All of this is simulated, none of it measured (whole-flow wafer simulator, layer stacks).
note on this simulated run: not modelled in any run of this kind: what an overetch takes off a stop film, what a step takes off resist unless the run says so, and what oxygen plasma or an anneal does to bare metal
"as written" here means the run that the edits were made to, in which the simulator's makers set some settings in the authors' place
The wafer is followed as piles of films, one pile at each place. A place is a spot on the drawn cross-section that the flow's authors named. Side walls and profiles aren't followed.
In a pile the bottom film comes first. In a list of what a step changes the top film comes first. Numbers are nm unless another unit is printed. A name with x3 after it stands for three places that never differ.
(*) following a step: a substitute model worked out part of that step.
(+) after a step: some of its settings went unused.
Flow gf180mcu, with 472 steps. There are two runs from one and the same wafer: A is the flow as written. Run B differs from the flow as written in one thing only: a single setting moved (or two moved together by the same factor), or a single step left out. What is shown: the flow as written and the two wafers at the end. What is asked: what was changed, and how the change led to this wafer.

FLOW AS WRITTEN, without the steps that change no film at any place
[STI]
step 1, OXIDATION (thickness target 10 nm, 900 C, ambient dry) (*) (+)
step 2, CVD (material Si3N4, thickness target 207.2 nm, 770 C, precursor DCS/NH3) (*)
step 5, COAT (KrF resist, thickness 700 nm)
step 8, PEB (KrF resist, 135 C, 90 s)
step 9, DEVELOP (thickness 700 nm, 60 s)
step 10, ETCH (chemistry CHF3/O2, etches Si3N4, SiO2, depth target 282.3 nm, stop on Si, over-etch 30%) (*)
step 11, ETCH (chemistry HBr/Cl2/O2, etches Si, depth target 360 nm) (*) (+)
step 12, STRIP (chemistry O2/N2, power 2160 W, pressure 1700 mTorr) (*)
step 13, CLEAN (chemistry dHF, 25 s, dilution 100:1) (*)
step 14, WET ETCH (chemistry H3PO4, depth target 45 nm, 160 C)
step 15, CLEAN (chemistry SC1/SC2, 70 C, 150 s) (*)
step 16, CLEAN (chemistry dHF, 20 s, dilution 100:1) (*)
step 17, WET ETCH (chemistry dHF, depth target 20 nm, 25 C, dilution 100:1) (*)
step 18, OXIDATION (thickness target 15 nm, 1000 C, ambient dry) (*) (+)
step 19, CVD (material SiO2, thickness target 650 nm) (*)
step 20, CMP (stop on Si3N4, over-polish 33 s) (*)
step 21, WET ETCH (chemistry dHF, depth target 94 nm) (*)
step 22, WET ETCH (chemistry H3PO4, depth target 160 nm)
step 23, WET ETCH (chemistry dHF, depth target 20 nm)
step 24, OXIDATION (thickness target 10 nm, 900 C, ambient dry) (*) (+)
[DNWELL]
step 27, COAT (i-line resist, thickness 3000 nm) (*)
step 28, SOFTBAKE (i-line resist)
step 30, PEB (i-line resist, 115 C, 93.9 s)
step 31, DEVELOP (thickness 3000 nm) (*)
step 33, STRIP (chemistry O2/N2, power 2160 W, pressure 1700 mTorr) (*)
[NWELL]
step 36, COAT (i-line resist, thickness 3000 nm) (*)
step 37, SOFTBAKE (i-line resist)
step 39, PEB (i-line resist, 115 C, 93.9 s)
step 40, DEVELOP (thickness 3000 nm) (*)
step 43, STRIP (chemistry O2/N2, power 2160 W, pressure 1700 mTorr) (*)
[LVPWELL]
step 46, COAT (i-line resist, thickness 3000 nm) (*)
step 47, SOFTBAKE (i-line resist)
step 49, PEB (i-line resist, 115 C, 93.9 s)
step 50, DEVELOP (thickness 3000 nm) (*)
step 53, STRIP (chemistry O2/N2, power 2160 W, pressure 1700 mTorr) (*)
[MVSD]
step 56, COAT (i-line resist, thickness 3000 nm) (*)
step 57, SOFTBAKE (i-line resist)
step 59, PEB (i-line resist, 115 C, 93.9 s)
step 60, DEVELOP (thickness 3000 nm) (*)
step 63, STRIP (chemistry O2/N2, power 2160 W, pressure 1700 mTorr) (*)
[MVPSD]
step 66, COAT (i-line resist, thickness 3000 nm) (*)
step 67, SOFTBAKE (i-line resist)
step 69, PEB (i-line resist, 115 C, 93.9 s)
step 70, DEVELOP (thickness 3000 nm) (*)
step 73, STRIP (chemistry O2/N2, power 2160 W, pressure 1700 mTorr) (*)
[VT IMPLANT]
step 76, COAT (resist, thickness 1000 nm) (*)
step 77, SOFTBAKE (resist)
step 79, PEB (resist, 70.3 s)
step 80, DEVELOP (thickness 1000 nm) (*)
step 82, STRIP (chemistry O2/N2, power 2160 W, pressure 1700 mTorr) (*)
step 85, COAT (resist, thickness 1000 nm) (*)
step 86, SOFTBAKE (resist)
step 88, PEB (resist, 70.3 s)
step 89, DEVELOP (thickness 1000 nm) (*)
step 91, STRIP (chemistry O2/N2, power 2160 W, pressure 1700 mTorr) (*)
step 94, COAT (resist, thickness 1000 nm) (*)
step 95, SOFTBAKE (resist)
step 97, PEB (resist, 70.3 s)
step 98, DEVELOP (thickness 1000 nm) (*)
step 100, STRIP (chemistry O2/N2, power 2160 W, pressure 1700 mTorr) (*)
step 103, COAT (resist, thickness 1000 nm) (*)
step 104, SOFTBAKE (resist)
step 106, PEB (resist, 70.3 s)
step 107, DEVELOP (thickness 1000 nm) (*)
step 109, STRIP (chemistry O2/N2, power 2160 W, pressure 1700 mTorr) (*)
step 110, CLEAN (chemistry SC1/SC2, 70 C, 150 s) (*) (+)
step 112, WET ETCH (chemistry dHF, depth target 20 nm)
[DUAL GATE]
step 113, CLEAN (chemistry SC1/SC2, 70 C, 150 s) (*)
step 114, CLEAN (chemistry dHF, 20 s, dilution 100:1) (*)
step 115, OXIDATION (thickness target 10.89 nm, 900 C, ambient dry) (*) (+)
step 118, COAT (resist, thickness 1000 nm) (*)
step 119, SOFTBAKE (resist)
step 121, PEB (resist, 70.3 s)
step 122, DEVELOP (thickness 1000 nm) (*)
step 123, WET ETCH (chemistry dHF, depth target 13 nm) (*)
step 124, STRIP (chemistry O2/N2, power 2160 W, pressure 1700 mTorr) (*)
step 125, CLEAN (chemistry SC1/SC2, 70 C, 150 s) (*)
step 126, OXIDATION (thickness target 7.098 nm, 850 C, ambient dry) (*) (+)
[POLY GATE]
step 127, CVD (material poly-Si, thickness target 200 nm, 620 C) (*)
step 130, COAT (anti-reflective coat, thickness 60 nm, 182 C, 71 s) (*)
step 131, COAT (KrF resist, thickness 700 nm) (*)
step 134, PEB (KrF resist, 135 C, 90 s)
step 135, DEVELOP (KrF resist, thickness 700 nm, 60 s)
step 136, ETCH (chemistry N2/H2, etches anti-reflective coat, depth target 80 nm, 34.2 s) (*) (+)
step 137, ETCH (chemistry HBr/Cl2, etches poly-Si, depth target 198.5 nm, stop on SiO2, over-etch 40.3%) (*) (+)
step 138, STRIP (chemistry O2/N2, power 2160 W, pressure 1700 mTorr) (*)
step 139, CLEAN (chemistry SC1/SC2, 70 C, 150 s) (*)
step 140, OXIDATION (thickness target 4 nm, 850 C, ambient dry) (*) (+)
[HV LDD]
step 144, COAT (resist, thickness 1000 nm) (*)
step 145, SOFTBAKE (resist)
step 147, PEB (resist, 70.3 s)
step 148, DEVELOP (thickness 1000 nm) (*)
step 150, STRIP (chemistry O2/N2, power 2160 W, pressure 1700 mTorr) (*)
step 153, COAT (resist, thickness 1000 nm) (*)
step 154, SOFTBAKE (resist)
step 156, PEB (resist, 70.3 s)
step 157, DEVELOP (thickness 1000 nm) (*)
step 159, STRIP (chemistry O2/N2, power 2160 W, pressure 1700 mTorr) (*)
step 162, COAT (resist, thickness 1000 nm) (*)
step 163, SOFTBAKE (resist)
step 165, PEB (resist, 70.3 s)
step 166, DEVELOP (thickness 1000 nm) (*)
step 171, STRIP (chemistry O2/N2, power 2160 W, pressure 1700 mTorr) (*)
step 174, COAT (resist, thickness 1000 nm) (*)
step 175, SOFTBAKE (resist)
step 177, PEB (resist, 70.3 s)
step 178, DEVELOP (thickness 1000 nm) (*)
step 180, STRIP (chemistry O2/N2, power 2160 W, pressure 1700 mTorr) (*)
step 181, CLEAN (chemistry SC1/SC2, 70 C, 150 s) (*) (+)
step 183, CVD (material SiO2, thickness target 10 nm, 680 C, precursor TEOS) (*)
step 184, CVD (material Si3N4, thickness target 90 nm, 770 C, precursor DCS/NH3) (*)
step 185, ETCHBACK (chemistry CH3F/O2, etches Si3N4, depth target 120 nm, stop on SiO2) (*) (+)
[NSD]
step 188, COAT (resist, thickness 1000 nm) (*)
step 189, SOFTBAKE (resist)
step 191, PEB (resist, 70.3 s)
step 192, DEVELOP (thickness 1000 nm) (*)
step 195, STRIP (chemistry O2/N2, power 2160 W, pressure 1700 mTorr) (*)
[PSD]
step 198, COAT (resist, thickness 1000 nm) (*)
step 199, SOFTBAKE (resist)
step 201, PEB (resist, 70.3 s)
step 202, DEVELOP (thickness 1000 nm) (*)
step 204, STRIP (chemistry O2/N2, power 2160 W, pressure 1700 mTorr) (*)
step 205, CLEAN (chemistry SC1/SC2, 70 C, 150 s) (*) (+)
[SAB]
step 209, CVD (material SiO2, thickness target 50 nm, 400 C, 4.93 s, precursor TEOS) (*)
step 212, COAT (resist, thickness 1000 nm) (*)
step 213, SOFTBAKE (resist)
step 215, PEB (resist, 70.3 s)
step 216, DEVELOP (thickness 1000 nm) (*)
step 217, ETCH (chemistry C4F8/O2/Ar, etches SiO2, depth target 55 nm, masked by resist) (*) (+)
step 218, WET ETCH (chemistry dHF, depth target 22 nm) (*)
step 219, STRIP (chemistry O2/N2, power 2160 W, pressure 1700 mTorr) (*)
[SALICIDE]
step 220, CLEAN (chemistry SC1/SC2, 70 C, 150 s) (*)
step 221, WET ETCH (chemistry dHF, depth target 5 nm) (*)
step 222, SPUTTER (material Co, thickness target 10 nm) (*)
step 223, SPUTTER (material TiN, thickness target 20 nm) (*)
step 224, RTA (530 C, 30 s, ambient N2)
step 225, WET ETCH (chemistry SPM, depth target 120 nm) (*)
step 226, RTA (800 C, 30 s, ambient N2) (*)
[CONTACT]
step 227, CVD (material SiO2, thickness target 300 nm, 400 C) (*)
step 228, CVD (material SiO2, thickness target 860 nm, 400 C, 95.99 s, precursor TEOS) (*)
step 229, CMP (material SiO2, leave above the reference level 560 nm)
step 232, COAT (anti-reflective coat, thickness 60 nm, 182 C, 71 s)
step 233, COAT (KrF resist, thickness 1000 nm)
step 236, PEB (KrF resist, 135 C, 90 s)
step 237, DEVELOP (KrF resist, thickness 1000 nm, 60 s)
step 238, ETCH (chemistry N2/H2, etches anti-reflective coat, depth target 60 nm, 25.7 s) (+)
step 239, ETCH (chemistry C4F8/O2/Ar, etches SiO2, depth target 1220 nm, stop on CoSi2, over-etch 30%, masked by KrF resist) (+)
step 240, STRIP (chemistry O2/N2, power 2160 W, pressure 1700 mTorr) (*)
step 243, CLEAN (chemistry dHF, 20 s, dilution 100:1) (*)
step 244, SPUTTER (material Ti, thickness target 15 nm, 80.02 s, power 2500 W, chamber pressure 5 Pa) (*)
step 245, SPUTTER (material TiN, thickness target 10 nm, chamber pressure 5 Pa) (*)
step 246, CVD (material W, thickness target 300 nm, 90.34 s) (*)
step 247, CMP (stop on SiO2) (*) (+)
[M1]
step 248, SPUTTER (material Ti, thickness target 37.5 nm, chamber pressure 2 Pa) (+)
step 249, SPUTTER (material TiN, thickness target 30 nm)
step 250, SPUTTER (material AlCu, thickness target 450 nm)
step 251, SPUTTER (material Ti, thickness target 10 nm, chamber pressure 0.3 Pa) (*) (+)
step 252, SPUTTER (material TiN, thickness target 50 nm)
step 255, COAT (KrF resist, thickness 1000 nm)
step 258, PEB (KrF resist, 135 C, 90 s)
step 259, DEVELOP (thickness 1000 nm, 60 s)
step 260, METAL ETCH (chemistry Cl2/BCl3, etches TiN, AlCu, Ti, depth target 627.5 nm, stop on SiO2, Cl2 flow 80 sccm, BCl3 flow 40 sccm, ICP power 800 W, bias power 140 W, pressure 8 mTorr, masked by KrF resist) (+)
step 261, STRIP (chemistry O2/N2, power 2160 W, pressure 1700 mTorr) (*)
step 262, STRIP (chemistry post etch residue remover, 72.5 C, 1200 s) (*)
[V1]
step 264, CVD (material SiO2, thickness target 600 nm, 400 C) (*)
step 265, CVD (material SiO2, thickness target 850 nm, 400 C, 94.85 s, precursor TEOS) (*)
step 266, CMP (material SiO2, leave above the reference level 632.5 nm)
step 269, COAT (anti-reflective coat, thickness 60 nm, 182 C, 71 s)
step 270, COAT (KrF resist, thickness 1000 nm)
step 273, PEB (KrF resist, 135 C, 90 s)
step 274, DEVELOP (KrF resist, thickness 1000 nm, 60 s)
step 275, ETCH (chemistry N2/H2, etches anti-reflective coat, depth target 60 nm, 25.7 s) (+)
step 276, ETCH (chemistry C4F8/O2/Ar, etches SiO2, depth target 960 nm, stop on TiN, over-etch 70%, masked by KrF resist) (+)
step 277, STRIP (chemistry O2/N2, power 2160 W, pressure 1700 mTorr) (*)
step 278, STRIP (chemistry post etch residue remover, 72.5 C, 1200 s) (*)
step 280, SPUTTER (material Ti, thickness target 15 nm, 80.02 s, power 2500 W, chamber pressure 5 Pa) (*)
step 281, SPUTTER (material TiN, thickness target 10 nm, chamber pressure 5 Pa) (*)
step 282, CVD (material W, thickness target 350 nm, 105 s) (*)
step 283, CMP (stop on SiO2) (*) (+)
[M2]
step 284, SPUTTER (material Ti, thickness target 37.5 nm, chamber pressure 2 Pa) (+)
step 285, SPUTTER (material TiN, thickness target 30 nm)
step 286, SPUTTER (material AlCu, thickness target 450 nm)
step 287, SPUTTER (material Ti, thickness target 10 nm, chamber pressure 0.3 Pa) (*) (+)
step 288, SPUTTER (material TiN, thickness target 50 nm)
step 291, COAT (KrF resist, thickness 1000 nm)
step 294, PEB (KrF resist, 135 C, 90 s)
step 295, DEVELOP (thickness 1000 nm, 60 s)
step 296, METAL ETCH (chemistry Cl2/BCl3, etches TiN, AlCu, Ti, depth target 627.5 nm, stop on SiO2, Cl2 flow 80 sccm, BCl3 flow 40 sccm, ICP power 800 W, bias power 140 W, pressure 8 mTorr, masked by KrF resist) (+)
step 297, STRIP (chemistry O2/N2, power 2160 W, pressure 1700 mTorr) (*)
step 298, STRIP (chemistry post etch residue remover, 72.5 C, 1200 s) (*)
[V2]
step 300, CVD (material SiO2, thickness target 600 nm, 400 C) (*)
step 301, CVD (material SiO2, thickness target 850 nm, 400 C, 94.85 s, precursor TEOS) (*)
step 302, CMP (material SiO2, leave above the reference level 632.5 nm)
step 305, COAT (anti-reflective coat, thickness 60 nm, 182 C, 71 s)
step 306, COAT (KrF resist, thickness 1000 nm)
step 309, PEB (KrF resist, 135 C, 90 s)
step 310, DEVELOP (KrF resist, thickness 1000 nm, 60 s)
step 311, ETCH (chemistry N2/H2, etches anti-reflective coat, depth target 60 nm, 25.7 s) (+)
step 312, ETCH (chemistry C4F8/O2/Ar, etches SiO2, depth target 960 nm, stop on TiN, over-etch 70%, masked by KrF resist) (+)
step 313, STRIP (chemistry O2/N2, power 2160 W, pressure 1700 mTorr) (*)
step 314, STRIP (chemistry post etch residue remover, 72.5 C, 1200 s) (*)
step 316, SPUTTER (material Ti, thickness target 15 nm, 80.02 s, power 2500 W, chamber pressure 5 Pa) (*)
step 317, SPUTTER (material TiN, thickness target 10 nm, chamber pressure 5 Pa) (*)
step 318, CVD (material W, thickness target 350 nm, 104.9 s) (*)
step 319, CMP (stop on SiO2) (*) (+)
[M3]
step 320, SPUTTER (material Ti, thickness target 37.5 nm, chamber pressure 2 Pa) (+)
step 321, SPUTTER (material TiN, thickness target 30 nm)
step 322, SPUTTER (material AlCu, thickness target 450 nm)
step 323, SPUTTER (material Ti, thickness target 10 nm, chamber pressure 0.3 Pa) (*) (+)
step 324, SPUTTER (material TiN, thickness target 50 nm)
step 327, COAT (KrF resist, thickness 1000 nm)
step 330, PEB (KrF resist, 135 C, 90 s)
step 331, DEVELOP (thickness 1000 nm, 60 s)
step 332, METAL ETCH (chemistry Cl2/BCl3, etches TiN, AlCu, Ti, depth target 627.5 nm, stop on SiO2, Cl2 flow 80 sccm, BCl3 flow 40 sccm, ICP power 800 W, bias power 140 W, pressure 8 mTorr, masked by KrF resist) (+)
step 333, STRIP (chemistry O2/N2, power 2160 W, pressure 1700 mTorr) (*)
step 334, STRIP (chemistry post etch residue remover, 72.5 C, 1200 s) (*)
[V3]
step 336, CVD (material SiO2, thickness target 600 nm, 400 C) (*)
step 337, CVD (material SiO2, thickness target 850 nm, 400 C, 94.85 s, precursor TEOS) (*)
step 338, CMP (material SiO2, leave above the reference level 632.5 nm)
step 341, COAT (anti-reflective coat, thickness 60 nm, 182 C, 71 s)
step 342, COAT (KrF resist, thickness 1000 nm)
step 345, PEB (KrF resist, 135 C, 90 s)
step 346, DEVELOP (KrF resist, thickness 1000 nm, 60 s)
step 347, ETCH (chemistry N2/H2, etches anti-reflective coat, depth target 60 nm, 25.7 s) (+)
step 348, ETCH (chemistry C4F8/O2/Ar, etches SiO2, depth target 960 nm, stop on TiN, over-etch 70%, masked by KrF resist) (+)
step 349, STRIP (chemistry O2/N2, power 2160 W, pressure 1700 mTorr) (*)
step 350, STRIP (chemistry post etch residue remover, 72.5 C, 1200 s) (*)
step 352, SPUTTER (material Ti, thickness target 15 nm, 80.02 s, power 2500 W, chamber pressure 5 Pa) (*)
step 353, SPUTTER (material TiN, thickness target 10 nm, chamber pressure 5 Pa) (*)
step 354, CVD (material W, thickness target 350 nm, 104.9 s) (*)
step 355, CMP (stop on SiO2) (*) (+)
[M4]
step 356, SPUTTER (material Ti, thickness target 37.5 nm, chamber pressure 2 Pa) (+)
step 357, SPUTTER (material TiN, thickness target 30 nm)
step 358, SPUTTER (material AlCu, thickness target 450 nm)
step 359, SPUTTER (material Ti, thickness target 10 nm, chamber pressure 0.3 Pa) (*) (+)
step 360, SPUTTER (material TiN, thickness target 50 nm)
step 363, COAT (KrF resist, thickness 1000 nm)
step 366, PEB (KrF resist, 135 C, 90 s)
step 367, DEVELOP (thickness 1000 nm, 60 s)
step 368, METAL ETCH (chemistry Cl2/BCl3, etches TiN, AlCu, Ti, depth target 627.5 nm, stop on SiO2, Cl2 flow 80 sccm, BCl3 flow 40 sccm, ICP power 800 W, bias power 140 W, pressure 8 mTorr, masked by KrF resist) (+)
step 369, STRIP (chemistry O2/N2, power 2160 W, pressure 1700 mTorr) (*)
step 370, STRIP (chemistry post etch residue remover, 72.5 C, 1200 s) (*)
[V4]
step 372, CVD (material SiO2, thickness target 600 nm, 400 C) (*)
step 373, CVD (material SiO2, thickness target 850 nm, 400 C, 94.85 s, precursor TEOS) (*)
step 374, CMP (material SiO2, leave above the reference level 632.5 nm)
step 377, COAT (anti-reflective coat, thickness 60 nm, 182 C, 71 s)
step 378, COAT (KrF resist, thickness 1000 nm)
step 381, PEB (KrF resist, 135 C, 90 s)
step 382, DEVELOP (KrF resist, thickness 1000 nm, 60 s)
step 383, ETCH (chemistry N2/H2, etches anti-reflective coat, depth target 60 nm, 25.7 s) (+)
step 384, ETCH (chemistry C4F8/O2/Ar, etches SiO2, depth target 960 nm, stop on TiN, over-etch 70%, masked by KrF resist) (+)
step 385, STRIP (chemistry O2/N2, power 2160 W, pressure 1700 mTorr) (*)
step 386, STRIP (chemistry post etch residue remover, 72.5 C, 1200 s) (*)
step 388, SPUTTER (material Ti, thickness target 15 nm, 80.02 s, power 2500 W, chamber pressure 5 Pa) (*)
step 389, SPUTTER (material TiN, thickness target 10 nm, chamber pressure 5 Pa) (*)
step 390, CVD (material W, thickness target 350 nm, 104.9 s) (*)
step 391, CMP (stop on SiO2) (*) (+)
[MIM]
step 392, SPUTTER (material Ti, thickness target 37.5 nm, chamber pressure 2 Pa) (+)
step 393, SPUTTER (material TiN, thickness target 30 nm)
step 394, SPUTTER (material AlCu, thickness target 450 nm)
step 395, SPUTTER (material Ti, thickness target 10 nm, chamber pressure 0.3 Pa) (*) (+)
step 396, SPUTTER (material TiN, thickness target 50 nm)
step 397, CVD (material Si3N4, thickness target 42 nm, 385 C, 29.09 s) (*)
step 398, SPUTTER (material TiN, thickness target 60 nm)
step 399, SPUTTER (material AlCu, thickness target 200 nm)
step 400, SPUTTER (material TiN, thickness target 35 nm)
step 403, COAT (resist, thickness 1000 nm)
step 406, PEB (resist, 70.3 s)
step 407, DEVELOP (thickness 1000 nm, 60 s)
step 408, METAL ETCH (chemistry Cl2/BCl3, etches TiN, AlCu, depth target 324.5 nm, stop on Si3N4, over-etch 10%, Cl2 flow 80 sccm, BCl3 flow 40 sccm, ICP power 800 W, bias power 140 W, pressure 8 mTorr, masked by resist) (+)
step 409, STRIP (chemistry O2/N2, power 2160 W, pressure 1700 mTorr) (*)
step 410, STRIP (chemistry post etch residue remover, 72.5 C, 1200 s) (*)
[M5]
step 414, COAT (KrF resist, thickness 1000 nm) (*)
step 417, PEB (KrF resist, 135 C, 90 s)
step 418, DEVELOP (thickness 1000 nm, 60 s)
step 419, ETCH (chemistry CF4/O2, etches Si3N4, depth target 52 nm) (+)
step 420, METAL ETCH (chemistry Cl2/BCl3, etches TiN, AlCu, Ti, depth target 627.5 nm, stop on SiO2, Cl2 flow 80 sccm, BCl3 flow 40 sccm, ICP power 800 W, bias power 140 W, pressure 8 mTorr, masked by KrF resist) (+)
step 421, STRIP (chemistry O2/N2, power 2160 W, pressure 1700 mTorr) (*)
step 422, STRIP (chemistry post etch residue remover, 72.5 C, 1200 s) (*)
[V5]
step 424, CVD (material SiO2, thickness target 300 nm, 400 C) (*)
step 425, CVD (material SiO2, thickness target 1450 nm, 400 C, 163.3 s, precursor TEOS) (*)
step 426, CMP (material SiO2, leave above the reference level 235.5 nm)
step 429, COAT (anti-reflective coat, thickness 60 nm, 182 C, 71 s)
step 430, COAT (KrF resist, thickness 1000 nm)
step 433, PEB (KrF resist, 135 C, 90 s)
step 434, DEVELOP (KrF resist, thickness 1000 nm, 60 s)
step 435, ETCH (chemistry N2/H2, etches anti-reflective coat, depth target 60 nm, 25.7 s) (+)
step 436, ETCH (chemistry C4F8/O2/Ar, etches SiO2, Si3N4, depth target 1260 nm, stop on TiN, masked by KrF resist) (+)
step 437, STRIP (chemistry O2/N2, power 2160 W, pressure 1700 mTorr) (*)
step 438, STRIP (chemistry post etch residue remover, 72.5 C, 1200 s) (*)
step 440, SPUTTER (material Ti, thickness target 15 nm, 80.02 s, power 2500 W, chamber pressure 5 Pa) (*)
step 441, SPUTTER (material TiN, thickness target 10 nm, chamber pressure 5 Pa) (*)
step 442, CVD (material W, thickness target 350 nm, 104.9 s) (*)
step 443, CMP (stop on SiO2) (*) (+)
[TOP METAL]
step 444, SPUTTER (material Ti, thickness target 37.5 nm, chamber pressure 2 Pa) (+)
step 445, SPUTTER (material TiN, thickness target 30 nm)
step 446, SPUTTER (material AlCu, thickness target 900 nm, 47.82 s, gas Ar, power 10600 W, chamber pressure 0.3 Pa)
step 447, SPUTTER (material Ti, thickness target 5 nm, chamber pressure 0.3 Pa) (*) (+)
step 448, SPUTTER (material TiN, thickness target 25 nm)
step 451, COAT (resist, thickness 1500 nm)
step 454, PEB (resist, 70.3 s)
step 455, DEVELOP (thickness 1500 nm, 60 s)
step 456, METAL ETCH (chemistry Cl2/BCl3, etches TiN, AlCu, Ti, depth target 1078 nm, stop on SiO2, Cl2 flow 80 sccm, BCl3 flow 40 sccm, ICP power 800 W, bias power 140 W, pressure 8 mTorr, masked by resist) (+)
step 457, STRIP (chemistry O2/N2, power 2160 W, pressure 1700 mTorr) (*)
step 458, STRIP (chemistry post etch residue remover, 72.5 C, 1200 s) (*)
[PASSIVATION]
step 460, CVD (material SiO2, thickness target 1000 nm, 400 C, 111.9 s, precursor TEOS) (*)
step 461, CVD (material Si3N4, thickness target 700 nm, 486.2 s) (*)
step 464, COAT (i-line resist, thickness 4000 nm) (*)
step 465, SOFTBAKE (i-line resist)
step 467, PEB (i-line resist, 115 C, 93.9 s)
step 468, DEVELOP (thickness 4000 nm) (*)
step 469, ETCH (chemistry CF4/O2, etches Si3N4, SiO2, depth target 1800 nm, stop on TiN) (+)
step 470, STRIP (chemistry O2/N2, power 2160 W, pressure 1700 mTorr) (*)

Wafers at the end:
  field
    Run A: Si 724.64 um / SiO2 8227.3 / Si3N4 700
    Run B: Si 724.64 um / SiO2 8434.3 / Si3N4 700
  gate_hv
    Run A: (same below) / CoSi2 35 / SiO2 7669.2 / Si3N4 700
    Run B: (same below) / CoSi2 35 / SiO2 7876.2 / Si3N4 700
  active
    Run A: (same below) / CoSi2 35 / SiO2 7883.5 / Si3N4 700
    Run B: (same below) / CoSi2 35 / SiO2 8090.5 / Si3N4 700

What caused this: step 229, CMP: leave above the reference level 767 nm was run, while the flow as written has leave above the reference level 560 nm.

Step by step, how the change led to this:
  step 229, CMP (material SiO2, leave above the reference level 560 nm)
      gate_hv, gate_nat, ld_gate_n and 11 more: A -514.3 SiO2 | B -307.3 SiO2
      ldn_sep__w1, ldn_sep__w2, ldn_dft and 8 more: A -311 SiO2 | B -104 SiO2
      (also at 86 further places)
  step 239, ETCH (chemistry C4F8/O2/Ar, etches SiO2, depth target 1220 nm, stop on CoSi2, over-etch 30%, masked by KrF resist) (+)
      field, field__w1, field__w2 and 105 more: A -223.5 KrF resist | B -244 KrF resist
      polyc_n, polyc_p: A -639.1 SiO2 (all of it) | B -846.1 SiO2 (all of it)
      (also at 1 further place)
  step 240, STRIP (chemistry O2/N2, power 2160 W, pressure 1700 mTorr) (*)
      field, field__w1, field__w2 and 105 more: A -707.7 KrF resist (all of it), -60 anti-reflective coat (all of it) | B -687.2 KrF resist (all of it), -60 anti-reflective coat (all of it)
  step 244, SPUTTER (material Ti, thickness target 15 nm, 80.02 s, power 2500 W, chamber pressure 5 Pa) (*)
      contact: A +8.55 Ti (new film) | B +7.58 Ti (new film)
  step 245, SPUTTER (material TiN, thickness target 10 nm, chamber pressure 5 Pa) (*)
      contact: A +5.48 TiN (new film) | B +4.88 TiN (new film)
  step 246, CVD (material W, thickness target 300 nm, 90.34 s) (*)
      polyc_n, polyc_p: A +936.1 W (new film) | B +1143.1 W (new film)
      contact: A +1167.5 W (new film) | B +1376.1 W (new film)
